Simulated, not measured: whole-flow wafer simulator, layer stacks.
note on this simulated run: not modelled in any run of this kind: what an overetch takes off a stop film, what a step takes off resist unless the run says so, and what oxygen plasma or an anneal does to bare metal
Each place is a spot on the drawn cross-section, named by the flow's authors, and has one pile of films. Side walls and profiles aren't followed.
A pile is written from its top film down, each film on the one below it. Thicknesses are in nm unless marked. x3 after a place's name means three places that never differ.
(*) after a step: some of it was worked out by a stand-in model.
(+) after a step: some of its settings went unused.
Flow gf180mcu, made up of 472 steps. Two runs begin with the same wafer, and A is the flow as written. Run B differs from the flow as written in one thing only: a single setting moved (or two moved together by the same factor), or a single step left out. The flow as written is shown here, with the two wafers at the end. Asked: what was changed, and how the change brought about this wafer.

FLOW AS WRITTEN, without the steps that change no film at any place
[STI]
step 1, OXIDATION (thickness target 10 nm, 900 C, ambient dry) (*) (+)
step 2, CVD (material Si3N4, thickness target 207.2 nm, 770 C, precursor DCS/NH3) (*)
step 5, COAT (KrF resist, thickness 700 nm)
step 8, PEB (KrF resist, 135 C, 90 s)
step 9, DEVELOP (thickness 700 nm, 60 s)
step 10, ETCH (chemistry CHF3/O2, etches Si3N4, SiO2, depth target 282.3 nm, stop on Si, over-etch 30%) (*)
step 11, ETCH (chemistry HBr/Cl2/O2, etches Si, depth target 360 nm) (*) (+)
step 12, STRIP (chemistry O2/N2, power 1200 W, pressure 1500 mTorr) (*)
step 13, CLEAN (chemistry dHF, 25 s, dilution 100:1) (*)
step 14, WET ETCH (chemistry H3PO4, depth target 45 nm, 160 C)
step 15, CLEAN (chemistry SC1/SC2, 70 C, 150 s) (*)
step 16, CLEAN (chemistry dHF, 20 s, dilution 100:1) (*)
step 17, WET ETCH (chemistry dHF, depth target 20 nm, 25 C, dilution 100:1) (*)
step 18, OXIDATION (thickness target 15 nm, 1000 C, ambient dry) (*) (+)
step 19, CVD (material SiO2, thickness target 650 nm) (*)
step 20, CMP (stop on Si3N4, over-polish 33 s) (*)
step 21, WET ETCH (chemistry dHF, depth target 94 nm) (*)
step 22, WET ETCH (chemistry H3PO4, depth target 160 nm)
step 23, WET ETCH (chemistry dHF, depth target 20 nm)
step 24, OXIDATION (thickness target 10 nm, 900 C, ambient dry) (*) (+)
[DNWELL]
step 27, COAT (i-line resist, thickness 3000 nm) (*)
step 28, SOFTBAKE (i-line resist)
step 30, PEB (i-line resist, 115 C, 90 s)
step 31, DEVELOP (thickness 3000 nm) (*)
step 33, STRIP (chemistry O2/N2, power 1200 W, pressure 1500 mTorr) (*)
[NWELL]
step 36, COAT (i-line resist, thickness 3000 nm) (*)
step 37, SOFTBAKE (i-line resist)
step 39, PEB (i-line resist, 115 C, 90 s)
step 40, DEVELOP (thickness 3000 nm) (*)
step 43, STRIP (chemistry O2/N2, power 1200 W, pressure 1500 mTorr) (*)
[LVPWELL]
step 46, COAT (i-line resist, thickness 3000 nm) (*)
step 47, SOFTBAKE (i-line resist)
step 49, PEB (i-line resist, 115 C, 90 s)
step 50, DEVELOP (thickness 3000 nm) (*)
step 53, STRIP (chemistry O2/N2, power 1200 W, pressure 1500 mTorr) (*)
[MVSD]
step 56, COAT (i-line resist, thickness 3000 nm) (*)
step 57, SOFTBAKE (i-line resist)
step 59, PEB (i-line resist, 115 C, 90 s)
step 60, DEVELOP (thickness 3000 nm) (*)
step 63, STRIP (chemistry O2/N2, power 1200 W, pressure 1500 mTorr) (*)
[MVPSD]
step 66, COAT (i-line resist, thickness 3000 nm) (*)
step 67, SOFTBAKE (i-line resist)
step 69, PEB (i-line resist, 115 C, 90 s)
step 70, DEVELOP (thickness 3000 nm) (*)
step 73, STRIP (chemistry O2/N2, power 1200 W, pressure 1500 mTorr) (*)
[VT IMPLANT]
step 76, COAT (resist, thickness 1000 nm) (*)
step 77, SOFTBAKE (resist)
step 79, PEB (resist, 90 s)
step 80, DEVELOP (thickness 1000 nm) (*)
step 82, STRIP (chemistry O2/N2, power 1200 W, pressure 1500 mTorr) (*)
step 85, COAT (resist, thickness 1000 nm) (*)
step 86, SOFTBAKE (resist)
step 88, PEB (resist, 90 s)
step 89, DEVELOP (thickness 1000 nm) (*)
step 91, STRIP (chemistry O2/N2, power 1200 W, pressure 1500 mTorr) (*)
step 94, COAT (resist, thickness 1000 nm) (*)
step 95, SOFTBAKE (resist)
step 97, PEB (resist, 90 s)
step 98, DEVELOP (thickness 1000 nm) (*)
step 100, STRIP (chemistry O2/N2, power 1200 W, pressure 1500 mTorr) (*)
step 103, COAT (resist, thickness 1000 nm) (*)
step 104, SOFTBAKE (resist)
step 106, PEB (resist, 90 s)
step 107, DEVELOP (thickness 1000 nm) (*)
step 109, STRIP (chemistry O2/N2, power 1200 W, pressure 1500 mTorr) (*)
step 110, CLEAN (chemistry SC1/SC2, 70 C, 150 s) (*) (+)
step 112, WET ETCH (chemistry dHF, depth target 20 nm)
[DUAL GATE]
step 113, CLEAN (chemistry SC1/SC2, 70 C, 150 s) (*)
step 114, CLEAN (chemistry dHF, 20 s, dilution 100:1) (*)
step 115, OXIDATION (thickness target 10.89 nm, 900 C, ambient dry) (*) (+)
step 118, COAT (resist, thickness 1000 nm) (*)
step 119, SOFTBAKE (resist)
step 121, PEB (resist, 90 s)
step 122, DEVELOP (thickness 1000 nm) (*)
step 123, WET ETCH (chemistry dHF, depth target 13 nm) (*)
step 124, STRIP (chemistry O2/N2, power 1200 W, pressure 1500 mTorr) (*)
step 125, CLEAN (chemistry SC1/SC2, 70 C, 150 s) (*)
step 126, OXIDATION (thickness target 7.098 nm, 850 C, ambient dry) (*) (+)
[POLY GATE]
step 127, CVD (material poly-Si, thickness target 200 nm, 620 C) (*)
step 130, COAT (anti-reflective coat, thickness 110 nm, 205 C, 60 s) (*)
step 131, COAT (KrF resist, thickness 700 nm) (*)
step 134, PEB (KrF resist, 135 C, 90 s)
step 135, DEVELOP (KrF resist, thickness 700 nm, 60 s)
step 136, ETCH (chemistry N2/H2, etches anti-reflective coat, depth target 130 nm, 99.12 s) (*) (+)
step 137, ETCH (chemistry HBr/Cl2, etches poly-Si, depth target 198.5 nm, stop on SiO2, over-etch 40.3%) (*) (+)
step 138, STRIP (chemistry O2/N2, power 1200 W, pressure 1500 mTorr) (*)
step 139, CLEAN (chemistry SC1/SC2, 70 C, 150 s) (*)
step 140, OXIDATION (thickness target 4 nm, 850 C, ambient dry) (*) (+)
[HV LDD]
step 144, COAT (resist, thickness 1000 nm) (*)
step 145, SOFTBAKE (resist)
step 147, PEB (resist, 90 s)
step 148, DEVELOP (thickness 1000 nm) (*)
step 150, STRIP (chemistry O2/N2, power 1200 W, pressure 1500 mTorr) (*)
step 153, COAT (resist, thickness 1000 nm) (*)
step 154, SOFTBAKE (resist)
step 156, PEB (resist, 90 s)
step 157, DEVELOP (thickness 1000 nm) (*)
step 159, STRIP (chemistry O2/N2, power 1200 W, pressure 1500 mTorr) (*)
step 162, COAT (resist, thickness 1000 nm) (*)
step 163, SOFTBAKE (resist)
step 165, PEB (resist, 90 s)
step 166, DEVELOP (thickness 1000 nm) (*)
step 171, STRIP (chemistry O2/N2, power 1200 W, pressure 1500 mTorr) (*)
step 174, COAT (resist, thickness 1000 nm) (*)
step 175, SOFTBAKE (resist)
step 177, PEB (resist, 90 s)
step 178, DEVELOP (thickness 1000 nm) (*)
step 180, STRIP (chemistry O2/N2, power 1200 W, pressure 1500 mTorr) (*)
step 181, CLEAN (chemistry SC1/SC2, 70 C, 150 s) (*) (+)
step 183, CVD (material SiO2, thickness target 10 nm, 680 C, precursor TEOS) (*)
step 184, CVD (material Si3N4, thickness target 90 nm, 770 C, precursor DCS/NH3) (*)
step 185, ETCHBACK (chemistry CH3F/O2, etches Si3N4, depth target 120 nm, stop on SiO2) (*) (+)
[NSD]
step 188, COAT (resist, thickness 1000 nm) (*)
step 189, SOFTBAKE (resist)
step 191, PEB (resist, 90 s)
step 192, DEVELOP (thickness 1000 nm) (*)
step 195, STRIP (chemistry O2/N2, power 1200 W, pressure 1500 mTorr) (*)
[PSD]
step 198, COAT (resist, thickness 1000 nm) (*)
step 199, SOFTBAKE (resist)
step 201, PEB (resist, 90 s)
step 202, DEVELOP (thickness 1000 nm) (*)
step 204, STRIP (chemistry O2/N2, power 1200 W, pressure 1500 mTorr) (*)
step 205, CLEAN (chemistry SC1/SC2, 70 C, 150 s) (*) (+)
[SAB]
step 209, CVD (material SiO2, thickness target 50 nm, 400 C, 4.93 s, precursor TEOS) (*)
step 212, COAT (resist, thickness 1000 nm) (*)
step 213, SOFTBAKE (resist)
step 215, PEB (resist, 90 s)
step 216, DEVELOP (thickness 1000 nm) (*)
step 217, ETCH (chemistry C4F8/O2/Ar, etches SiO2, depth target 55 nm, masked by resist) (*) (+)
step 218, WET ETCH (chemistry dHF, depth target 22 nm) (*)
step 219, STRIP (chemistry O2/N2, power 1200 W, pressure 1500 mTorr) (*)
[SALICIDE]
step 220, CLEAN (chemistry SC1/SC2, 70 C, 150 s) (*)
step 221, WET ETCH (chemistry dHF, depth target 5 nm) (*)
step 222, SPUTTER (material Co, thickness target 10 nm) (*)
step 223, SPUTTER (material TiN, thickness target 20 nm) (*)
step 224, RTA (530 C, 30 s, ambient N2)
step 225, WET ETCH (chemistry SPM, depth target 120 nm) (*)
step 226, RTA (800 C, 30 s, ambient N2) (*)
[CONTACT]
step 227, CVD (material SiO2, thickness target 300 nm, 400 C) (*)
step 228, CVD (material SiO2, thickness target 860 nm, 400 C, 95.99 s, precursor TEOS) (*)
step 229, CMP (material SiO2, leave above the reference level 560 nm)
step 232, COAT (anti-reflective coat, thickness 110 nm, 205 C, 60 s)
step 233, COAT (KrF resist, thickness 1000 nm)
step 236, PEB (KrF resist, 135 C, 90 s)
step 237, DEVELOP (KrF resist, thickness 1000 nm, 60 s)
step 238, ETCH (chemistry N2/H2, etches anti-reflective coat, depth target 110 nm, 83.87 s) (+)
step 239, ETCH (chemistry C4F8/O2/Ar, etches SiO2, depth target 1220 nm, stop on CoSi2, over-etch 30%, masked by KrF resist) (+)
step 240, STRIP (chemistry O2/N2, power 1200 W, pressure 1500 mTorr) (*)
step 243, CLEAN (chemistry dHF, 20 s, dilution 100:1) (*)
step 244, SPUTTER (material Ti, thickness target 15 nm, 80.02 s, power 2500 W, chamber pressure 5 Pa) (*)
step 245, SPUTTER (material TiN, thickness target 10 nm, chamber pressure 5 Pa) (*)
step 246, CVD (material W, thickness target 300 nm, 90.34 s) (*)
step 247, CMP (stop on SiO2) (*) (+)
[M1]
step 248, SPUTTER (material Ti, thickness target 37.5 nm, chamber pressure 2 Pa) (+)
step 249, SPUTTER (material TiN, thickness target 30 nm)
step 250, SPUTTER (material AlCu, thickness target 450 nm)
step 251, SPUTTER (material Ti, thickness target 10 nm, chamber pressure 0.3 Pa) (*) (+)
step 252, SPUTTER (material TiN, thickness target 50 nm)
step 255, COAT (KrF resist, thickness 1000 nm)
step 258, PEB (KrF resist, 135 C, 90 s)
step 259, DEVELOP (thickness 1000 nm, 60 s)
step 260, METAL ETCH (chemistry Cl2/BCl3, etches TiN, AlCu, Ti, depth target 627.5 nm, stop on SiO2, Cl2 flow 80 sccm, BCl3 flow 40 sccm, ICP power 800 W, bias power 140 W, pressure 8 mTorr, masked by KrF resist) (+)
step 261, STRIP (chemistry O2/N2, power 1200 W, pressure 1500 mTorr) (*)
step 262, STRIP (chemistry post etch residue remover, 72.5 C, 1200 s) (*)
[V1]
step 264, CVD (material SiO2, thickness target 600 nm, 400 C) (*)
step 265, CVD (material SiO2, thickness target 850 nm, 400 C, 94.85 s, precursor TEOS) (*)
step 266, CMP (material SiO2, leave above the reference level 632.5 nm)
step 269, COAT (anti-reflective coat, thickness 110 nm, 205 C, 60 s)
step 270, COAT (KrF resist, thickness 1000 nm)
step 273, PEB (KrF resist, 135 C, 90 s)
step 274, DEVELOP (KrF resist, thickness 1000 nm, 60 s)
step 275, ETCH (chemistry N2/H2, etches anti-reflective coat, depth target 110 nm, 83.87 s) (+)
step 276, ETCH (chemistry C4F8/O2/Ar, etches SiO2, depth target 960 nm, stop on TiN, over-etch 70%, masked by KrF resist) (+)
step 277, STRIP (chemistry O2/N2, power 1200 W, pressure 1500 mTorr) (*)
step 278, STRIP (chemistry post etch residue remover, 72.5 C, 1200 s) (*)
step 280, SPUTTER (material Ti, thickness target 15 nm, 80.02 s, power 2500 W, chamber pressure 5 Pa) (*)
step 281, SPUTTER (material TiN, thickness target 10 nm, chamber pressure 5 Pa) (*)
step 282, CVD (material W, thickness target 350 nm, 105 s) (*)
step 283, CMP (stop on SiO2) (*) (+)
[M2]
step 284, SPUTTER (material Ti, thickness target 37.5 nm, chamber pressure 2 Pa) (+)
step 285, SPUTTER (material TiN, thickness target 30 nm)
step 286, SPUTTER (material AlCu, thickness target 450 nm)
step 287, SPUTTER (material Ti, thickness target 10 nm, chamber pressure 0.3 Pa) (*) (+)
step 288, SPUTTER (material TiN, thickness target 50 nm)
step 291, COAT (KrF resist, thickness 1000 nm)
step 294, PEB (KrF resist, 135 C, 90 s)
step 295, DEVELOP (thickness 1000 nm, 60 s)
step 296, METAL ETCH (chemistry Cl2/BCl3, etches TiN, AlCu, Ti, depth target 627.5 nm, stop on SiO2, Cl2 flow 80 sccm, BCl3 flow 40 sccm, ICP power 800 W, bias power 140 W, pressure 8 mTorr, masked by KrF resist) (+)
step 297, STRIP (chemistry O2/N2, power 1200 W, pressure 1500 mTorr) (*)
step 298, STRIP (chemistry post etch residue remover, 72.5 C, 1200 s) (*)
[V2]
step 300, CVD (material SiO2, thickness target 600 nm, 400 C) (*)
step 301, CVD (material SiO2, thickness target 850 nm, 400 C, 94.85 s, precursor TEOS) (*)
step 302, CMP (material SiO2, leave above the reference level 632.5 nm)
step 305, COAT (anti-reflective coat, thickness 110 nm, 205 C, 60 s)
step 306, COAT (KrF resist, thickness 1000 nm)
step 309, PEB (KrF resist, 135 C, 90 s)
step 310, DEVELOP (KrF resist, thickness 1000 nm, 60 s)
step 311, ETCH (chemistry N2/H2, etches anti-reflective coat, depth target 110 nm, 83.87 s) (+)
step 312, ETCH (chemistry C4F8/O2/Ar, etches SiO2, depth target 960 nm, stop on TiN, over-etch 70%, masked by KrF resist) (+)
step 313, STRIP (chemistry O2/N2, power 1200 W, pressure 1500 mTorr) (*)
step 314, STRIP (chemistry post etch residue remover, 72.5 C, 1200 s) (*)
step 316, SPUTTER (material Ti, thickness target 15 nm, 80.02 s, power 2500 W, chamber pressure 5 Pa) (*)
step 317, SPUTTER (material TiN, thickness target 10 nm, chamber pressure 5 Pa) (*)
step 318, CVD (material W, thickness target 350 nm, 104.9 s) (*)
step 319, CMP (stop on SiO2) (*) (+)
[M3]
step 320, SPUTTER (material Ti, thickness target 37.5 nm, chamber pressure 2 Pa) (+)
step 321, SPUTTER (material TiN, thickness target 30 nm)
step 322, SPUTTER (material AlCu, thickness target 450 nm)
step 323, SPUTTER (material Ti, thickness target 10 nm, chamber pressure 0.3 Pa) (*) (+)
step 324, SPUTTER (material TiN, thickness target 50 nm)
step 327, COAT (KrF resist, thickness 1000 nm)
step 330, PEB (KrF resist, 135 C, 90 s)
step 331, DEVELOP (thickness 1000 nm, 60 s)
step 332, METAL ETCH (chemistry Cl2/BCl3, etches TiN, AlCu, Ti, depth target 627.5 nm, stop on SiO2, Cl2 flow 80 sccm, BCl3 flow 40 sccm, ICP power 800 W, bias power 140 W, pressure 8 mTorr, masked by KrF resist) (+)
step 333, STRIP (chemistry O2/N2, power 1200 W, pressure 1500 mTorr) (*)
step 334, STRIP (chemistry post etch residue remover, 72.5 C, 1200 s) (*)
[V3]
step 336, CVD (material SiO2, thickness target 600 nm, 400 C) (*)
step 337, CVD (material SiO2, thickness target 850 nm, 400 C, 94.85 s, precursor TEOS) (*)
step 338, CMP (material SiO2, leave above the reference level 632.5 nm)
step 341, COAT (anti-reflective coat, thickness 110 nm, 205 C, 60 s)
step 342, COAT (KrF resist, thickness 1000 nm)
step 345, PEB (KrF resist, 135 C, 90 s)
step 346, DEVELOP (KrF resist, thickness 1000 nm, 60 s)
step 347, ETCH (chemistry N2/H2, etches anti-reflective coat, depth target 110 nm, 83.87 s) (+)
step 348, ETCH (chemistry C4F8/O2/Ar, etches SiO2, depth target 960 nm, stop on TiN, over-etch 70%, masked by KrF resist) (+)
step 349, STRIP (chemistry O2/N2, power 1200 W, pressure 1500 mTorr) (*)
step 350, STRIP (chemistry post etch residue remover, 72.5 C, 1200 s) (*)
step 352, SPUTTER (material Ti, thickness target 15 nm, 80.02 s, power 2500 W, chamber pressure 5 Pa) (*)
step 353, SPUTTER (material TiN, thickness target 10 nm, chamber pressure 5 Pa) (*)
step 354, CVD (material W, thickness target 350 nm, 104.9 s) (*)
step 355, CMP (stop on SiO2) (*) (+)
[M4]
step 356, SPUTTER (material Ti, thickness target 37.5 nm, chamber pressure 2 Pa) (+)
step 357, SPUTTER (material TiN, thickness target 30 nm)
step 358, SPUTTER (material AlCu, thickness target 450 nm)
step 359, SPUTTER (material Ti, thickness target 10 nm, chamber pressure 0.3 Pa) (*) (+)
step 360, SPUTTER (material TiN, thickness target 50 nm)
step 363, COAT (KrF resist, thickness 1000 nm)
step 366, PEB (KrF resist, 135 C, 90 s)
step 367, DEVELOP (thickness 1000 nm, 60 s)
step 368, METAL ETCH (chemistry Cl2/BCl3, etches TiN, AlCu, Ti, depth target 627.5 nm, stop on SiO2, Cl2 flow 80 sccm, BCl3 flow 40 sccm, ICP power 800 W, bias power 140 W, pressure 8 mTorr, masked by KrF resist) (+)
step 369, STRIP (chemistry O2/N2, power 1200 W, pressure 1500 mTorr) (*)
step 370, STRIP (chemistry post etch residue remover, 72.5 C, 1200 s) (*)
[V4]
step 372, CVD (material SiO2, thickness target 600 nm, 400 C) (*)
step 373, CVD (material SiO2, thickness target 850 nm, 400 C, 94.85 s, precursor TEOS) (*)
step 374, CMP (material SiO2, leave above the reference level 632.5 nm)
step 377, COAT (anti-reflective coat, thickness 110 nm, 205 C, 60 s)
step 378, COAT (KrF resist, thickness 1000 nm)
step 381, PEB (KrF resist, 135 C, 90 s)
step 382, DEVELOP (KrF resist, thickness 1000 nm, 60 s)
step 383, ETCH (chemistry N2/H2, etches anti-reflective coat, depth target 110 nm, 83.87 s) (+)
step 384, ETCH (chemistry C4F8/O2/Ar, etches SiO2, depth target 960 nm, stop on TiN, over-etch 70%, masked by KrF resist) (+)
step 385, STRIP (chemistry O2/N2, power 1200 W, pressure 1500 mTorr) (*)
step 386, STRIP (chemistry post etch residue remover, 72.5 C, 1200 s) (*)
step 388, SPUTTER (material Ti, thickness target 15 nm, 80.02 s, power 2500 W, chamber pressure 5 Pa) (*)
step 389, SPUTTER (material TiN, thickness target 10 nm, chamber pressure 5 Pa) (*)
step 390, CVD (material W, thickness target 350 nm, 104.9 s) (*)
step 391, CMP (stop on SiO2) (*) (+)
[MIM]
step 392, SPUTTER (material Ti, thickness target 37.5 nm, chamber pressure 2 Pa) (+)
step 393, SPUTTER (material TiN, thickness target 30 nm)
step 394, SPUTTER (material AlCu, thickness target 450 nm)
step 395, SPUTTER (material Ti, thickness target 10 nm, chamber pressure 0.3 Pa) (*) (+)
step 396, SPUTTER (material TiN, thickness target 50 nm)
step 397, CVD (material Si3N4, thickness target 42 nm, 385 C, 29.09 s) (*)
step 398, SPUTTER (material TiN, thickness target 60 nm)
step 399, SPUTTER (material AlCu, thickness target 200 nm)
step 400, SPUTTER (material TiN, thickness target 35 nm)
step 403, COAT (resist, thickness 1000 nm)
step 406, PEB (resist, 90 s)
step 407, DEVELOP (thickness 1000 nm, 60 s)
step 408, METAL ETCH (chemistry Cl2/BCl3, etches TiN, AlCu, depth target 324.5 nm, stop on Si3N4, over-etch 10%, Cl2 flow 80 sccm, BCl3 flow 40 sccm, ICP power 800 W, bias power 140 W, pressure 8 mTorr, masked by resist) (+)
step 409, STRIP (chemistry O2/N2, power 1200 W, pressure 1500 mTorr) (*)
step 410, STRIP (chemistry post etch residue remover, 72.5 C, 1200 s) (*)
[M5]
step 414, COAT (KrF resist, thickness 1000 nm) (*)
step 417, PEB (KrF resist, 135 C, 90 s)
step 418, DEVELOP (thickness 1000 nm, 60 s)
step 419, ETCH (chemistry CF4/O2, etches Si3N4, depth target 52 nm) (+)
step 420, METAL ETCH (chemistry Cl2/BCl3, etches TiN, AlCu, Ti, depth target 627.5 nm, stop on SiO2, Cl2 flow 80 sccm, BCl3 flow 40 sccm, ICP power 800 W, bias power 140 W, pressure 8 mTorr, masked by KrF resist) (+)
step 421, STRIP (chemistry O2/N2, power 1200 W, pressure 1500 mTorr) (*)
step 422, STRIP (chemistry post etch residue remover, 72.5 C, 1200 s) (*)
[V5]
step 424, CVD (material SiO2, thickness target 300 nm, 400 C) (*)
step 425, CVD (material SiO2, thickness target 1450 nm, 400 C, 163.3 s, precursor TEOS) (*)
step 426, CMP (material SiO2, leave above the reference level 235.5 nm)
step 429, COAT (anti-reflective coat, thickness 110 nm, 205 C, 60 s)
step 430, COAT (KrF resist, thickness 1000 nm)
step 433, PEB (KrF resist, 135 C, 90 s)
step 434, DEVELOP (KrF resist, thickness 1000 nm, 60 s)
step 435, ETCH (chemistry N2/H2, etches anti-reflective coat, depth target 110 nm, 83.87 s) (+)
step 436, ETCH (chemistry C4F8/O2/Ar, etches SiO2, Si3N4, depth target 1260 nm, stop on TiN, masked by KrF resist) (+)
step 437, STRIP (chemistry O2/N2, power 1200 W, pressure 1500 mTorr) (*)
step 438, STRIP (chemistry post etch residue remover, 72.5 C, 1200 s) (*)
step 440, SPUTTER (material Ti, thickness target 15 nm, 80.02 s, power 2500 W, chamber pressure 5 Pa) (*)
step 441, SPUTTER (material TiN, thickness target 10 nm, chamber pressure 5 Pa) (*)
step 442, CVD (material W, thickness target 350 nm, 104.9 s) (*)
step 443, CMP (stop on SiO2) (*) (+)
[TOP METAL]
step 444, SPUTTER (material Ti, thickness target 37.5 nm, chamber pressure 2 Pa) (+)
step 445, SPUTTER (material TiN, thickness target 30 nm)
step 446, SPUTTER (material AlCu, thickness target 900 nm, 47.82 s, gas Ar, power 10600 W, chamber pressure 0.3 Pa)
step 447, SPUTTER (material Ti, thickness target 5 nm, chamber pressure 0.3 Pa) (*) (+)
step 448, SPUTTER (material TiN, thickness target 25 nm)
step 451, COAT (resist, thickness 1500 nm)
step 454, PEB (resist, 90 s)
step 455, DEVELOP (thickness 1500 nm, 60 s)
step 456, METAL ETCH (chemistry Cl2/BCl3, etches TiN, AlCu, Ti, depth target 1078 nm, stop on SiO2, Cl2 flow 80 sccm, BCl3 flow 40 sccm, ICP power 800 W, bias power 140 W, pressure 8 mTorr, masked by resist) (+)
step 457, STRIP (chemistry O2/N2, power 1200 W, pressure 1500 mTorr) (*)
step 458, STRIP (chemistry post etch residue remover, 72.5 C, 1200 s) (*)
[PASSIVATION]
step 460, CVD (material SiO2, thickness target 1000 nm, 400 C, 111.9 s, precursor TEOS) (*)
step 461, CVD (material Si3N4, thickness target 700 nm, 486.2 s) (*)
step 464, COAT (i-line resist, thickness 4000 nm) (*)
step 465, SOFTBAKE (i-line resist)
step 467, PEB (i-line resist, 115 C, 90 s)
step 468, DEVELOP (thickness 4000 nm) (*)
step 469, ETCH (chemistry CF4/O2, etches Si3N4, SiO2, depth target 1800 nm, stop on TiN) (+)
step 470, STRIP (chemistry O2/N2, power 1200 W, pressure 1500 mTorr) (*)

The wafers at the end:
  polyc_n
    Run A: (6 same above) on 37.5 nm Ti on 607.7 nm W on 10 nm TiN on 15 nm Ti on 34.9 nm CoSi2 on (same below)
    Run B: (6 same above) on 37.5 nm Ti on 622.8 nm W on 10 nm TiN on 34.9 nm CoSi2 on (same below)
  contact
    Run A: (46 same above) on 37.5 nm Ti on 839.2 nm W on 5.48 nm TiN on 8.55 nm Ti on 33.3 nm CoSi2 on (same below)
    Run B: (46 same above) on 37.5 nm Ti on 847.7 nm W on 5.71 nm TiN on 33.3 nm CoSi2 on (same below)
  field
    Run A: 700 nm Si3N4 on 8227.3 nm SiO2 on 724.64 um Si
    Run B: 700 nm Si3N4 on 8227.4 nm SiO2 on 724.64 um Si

The reason: step 244, SPUTTER: material Ti, thickness target 15 nm, 80.02 s, power 2500 W, chamber pressure 5 Pa (*), was omitted.

The path from the change to this, step by step:
  step 247, CMP (stop on SiO2) (*) (+)
      field, field__w1, field__w2 and 105 more: A -300 W (all of it), -10 TiN (all of it), -15 Ti (all of it), -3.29 SiO2 | B -300 W (all of it), -10 TiN (all of it), -3.14 SiO2
      contact, polyc_n, polyc_p: A -328.3 W | B -313.1 W
